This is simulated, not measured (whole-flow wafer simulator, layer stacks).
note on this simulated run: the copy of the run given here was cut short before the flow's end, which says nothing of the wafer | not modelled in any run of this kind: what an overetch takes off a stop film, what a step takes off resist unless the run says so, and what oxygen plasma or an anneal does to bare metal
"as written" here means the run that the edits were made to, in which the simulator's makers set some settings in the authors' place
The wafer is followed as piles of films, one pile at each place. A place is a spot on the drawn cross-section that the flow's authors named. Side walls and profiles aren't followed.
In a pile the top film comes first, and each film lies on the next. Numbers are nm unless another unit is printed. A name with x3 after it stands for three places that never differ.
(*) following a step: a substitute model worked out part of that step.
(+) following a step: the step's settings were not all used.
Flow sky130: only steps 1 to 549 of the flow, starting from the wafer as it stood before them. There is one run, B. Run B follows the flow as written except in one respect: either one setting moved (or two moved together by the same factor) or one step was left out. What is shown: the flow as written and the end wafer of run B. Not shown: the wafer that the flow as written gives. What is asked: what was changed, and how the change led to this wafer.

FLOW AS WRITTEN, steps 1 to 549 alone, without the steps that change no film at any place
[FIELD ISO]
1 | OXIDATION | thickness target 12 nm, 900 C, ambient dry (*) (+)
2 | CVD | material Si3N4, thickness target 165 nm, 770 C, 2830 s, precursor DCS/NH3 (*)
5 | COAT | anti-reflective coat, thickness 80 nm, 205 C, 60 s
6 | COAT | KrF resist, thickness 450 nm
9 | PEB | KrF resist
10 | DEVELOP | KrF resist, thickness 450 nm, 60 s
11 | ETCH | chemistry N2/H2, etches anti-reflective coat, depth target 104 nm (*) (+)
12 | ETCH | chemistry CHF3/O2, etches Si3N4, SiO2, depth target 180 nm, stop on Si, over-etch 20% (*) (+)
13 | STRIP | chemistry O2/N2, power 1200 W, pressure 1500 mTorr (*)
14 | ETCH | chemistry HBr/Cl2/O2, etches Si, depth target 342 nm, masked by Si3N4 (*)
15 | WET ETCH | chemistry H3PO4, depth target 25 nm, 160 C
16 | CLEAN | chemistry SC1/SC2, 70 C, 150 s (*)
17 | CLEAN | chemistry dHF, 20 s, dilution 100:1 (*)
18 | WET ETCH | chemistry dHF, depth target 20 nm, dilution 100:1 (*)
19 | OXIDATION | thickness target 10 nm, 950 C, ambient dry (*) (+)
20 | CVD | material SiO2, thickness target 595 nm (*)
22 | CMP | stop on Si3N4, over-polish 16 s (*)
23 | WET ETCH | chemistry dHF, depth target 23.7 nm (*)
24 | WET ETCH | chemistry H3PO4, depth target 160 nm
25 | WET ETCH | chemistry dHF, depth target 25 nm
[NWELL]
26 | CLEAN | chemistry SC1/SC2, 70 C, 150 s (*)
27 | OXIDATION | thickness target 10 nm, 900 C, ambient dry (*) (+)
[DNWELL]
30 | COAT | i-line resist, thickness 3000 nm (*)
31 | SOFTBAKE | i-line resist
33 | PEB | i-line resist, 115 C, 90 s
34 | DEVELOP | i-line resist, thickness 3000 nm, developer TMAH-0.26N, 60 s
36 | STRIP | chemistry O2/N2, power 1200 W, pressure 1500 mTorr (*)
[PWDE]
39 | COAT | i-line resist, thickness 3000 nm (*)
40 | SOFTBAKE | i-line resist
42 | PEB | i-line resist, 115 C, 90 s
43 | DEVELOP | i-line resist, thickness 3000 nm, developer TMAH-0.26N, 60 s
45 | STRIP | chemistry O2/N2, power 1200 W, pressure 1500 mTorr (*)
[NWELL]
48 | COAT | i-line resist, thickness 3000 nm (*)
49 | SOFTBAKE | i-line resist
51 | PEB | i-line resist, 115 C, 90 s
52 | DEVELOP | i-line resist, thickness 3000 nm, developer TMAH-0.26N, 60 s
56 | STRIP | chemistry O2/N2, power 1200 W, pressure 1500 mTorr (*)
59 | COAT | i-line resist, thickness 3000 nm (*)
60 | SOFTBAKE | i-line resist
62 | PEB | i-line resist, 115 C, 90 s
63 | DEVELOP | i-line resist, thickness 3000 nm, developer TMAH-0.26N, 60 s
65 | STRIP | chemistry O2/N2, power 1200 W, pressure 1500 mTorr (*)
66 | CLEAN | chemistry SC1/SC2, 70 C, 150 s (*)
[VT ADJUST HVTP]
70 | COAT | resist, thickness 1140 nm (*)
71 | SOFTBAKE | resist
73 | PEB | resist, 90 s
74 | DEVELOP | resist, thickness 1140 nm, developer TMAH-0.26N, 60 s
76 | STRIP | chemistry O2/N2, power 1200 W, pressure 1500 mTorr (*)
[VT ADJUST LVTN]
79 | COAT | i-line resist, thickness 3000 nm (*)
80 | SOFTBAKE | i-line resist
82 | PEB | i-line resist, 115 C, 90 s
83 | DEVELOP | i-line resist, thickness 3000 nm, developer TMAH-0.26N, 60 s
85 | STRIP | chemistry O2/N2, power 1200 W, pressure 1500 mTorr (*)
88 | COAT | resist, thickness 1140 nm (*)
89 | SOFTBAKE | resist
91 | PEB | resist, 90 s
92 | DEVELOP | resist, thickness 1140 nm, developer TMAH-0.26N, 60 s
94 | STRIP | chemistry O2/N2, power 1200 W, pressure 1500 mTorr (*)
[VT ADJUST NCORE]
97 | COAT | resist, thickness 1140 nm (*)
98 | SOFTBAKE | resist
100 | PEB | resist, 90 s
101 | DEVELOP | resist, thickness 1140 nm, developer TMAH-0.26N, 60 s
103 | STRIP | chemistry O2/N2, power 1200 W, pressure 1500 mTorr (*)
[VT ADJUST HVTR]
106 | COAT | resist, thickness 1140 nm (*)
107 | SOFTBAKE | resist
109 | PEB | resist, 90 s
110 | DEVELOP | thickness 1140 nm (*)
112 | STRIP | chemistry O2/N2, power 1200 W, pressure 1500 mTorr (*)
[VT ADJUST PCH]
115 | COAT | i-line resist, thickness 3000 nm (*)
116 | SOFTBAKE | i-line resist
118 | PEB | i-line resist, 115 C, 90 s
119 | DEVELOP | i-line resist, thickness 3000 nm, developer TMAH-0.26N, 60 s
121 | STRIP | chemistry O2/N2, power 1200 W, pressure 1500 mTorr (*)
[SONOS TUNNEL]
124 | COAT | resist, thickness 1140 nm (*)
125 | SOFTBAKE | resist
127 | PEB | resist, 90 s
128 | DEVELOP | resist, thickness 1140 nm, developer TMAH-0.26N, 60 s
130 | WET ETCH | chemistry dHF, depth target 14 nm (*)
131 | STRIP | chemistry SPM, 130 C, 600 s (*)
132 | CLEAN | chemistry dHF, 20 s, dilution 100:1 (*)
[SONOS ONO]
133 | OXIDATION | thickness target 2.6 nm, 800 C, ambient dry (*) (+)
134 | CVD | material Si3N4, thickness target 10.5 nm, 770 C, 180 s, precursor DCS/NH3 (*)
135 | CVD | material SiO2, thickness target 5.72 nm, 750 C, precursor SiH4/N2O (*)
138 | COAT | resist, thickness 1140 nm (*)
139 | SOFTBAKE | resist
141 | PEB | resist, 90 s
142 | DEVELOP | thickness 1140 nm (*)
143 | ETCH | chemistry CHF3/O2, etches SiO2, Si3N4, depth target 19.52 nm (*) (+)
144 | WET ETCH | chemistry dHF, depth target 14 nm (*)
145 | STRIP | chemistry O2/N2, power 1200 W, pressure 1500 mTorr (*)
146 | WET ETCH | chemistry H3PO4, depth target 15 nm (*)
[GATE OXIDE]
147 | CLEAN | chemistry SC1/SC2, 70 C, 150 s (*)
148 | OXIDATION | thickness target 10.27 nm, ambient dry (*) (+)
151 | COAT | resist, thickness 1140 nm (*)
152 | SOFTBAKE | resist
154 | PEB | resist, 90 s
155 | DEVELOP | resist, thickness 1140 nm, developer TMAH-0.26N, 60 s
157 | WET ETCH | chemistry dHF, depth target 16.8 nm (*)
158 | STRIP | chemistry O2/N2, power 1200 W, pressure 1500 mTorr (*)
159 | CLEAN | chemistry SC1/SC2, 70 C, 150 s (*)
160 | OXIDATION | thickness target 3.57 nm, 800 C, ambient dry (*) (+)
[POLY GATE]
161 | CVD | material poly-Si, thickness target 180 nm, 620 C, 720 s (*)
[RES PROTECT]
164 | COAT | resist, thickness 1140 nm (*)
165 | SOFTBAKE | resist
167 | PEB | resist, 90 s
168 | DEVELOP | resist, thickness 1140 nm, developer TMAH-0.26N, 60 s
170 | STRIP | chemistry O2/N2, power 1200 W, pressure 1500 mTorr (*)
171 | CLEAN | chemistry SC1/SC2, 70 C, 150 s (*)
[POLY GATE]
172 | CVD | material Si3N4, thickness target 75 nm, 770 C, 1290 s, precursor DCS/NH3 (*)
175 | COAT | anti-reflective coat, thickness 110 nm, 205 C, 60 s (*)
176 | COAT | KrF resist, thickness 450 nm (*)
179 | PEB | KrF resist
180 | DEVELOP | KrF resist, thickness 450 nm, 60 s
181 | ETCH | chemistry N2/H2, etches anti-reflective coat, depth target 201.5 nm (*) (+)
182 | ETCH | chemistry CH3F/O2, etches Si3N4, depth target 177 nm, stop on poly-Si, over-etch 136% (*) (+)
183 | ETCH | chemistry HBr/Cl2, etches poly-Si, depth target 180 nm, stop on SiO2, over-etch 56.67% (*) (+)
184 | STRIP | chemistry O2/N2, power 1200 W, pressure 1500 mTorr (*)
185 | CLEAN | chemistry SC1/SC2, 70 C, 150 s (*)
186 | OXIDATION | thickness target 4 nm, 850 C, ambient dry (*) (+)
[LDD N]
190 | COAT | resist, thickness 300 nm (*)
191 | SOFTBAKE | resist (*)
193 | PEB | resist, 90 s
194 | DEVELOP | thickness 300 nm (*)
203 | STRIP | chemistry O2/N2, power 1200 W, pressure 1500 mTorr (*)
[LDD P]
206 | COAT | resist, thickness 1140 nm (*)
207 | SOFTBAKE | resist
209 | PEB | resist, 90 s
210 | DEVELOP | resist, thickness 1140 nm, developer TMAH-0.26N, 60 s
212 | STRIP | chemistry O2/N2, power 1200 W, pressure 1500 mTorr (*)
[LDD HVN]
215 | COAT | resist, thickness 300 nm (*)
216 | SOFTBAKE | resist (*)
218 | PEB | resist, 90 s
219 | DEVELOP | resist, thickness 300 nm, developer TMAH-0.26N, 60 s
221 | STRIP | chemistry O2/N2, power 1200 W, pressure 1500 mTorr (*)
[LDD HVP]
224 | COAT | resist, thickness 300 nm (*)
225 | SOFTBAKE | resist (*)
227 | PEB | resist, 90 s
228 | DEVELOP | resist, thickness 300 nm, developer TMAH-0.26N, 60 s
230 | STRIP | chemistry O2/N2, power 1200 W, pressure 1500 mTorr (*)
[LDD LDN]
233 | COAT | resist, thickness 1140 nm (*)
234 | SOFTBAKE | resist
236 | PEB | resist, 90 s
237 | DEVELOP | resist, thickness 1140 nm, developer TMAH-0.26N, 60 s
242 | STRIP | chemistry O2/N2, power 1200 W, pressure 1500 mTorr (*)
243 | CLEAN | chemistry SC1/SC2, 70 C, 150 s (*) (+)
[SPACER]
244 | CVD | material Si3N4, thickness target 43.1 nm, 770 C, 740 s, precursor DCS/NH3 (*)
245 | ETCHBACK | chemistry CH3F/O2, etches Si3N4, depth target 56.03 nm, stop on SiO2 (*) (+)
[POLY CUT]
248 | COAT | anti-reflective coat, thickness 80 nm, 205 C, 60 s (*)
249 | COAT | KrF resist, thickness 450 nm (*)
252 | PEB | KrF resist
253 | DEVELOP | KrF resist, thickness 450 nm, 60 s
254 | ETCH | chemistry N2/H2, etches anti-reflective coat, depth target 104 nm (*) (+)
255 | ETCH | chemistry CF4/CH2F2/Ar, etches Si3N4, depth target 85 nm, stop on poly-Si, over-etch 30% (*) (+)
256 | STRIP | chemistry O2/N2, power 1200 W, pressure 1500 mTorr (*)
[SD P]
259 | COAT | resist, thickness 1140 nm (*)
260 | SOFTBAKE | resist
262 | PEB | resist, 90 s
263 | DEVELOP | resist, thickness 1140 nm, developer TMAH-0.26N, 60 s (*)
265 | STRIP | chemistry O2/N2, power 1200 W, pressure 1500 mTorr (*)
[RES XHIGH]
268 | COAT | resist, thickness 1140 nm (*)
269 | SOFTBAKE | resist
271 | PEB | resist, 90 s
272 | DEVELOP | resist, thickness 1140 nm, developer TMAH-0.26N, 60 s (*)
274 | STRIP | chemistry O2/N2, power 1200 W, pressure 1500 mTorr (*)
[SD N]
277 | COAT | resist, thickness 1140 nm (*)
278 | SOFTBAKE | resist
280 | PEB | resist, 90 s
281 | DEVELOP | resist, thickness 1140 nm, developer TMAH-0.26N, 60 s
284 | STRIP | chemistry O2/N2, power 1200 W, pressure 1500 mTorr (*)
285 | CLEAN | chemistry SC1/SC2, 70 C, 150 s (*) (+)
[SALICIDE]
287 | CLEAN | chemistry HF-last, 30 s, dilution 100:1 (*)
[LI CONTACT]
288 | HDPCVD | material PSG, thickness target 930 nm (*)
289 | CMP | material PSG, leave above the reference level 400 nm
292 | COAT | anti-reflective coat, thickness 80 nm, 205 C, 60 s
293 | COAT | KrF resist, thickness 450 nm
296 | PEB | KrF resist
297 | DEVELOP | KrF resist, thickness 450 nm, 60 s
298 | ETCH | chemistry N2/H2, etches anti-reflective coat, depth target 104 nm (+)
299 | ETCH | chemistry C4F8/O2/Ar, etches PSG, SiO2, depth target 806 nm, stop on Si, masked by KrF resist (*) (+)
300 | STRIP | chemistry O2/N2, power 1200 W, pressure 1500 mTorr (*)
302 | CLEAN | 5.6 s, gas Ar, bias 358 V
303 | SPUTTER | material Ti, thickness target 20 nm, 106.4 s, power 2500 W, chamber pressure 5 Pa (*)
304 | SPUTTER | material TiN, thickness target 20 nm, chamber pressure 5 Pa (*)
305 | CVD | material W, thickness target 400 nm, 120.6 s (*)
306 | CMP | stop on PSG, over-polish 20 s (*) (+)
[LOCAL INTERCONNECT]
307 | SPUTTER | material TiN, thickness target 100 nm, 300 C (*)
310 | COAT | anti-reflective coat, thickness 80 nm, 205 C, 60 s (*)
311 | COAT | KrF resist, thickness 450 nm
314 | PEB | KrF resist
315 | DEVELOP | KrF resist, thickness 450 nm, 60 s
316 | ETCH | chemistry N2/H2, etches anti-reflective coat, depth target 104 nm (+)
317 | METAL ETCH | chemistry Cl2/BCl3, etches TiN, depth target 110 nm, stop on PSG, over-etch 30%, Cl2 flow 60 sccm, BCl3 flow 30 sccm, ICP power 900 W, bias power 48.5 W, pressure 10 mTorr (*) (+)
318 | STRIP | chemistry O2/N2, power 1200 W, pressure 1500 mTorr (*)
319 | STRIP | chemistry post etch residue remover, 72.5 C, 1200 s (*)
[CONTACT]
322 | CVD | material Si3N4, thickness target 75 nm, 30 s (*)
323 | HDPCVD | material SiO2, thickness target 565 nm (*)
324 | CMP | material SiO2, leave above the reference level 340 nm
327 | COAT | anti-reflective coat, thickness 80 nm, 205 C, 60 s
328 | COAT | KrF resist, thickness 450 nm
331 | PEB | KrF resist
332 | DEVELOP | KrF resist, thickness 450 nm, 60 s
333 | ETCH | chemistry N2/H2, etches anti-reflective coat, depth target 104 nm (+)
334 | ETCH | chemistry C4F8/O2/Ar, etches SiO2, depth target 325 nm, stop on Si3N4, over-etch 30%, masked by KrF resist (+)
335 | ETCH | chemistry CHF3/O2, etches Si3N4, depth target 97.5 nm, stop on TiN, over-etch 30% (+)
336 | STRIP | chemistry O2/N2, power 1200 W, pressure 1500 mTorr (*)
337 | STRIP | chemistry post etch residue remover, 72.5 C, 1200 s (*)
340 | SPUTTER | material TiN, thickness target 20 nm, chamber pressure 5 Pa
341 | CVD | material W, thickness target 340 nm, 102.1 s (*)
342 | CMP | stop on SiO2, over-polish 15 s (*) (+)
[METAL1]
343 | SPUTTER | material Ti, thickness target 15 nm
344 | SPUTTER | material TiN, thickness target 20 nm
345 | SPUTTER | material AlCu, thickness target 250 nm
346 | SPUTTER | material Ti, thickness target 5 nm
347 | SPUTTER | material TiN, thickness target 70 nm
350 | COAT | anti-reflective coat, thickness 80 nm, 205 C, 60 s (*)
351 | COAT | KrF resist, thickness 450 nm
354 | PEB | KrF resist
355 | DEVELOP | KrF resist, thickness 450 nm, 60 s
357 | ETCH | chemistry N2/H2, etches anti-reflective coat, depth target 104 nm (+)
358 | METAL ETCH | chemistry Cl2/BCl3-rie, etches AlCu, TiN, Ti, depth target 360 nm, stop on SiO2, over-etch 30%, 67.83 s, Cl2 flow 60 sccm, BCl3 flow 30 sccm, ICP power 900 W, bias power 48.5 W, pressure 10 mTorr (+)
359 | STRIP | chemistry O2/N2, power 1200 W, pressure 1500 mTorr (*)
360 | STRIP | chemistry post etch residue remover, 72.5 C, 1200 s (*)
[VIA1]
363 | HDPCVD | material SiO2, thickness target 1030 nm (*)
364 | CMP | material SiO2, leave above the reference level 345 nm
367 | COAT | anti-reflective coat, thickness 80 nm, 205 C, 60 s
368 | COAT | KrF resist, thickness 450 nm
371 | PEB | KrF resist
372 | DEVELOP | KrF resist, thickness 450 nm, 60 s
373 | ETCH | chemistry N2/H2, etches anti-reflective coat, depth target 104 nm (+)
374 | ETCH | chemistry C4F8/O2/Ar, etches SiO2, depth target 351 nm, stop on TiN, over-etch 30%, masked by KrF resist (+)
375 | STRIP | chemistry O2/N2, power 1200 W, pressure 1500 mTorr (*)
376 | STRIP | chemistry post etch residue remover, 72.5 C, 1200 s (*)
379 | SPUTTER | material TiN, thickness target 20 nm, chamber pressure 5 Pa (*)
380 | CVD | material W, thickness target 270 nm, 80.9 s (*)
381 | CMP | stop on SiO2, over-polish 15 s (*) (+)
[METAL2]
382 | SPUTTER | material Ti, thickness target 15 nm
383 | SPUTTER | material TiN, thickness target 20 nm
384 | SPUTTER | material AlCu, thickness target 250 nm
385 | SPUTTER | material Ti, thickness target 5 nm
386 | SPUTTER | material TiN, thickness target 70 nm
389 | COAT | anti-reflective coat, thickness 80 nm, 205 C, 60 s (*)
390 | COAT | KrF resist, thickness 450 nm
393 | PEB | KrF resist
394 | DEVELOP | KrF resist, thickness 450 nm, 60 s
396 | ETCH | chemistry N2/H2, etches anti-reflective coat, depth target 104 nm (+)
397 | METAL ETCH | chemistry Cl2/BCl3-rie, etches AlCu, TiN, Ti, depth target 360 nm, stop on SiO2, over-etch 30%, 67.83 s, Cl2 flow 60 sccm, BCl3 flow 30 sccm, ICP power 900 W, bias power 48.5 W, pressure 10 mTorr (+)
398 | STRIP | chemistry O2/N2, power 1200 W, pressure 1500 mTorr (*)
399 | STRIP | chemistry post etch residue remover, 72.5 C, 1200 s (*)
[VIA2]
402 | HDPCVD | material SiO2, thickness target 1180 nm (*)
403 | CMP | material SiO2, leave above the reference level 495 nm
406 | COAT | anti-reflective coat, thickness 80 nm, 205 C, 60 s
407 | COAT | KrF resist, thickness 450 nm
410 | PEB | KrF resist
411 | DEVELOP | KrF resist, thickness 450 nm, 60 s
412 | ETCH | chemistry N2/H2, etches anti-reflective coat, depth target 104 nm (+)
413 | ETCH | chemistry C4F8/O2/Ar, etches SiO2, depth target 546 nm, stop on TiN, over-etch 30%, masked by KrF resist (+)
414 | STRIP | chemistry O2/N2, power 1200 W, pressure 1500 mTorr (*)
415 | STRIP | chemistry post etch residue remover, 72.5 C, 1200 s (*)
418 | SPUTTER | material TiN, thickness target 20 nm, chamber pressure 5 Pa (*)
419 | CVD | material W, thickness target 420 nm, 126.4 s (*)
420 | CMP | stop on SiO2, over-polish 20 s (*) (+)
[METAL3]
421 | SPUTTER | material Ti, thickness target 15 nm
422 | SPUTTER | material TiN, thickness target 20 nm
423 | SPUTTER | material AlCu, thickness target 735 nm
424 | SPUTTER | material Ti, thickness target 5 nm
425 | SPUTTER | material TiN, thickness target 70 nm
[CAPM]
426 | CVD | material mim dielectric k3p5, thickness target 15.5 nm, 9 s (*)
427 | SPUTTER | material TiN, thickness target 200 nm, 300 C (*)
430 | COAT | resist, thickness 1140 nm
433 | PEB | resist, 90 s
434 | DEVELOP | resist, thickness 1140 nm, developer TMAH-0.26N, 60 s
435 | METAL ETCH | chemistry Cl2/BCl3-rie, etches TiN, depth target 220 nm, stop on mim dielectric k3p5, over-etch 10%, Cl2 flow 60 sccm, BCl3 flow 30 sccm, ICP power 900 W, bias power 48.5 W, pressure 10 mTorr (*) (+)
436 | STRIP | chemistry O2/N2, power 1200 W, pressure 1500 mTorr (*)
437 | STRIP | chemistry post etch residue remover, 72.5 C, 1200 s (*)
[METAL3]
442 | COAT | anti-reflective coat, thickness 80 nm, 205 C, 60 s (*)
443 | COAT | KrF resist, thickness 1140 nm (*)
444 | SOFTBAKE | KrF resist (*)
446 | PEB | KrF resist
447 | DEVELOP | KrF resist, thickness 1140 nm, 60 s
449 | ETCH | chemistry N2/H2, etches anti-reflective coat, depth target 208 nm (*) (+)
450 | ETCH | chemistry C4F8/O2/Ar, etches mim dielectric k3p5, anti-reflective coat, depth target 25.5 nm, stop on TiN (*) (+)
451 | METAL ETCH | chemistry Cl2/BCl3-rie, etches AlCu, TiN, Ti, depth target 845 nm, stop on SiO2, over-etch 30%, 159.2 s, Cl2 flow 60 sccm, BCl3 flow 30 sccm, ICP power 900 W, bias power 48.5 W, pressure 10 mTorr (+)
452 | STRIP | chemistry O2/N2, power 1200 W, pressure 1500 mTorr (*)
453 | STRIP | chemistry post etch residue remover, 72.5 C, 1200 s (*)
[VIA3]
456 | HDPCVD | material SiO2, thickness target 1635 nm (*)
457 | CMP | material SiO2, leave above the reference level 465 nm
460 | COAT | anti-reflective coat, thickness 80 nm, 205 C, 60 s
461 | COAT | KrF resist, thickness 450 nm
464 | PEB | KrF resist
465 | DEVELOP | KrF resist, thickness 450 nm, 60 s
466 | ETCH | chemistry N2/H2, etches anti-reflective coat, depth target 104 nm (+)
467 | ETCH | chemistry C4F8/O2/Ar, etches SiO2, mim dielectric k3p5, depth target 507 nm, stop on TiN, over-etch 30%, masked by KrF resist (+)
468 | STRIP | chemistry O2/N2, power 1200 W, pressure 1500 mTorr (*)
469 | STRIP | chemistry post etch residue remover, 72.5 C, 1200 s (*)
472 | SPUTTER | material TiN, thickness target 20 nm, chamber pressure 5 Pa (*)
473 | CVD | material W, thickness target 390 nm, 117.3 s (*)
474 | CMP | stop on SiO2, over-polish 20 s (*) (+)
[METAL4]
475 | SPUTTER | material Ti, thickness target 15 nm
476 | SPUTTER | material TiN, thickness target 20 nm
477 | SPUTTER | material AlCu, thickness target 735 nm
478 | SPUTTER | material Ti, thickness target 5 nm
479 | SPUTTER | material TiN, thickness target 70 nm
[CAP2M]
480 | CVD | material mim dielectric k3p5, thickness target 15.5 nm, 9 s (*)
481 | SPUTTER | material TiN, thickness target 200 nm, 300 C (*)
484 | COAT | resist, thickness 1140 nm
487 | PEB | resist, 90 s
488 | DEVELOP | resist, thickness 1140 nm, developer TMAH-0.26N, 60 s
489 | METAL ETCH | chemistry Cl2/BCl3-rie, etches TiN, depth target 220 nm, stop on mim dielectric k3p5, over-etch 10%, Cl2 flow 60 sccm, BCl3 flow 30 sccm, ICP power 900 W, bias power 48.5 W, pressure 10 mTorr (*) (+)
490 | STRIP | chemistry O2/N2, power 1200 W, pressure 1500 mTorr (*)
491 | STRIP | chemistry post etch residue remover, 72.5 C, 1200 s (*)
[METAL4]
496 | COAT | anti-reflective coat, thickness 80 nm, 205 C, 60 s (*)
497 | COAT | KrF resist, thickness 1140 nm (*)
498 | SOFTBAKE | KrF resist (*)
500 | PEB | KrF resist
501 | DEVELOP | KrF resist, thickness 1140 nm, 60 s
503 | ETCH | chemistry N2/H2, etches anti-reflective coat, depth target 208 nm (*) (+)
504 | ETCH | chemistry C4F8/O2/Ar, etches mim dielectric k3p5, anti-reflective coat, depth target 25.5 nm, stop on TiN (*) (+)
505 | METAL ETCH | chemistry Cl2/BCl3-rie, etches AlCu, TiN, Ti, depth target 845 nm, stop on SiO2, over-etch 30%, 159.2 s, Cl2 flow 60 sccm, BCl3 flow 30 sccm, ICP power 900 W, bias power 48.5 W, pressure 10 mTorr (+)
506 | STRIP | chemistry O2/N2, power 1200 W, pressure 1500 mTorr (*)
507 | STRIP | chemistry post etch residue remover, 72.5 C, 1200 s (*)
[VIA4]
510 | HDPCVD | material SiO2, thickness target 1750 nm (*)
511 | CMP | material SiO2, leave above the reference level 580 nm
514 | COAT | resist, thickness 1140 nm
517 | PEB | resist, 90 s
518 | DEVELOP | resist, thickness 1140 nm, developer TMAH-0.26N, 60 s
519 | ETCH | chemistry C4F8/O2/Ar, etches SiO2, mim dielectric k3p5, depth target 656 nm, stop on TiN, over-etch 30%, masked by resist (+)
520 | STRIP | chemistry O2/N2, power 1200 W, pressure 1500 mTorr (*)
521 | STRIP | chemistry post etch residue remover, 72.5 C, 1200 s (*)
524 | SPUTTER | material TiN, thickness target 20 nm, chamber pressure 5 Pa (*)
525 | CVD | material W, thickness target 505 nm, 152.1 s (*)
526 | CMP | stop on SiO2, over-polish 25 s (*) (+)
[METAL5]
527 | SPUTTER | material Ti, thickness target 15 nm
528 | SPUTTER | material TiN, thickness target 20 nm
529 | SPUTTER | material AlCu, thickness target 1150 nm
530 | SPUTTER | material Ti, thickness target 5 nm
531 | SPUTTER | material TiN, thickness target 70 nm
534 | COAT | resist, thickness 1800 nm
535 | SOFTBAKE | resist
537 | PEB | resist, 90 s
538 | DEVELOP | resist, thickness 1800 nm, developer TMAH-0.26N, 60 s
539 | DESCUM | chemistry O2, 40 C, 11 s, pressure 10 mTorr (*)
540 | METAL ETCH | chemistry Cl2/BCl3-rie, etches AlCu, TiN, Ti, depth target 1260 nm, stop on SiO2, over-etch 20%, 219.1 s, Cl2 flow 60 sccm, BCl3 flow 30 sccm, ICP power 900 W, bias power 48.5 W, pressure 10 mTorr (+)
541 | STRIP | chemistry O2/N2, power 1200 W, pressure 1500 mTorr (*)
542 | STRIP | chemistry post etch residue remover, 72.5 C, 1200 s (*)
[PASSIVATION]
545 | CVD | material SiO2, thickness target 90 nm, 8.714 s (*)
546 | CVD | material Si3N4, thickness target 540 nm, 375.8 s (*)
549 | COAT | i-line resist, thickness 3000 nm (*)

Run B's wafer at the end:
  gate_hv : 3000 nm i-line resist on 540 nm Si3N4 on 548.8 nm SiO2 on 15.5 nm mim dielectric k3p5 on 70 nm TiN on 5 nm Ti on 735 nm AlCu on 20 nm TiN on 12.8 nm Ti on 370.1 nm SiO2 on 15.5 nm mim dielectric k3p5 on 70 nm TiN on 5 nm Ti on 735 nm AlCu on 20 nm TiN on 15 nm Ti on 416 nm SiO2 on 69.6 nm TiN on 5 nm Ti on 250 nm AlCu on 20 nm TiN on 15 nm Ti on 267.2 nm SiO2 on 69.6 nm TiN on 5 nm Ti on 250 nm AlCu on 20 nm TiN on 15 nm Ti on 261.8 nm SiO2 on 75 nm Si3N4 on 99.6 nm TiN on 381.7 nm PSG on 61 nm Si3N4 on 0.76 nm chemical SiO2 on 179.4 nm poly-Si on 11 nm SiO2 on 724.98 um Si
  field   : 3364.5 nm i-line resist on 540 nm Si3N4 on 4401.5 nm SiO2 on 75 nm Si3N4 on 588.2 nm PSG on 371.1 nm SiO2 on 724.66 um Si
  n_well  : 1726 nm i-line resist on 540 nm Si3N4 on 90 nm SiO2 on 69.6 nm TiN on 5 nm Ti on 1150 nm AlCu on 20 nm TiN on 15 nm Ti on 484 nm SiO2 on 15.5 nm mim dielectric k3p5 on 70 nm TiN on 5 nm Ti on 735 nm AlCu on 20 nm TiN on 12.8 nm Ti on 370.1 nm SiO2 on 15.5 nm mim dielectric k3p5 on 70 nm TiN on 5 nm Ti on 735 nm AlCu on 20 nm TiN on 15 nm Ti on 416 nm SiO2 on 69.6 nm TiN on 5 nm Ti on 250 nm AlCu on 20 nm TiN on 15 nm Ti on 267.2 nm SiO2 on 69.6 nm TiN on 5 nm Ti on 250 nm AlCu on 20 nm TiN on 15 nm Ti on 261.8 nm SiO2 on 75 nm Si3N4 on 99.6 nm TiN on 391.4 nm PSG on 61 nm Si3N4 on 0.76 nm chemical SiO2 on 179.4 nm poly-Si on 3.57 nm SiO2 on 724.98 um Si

Cause: step 475, SPUTTER: thickness target 12.8 nm was run, whereas the flow has thickness target 15 nm.
The wafer itself shows it: gate_hv has Ti 12.8, and step 475 as written asks for 15 nm.

Step by step, how the change led to this:
  475 | SPUTTER | material Ti, thickness target 15 nm
      field, active, n_well and 189 more: Ti gains 12.8 (new film) (in the flow as written it would be: Ti gains 15 (new film))
  505 | METAL ETCH | chemistry Cl2/BCl3-rie, etches AlCu, TiN, Ti, depth target 845 nm, stop on SiO2, over-etch 30%, 159.2 s, Cl2 flow 60 sccm, BCl3 flow 30 sccm, ICP power 900 W, bias power 48.5 W, pressure 10 mTorr (+)
      field, active, gate and 70 more: TiN loses 70 (all of it), Ti loses 5 (all of it), AlCu loses 735 (all of it), TiN loses 20 (all of it), Ti loses 12.8 (all of it), SiO2 loses 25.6 (in the flow as written it would be: TiN loses 70 (all of it), Ti loses 5 (all of it), AlCu loses 735 (all of it), TiN loses 20 (all of it), Ti loses 15 (all of it), SiO2 loses 25.4)
      vpp_iso1, mim_edge_plate, m1_ln and 12 more: TiN loses 70 (all of it), Ti loses 5 (all of it), AlCu loses 735 (all of it), TiN loses 20 (all of it), Ti loses 12.8 (all of it), SiO2 loses 25.6 (in the flow as written it would be: TiN loses 70 (all of it), Ti loses 5 (all of it), AlCu loses 735 (all of it), TiN loses 20 (all of it), Ti loses 15 (all of it), SiO2 loses 25.3)
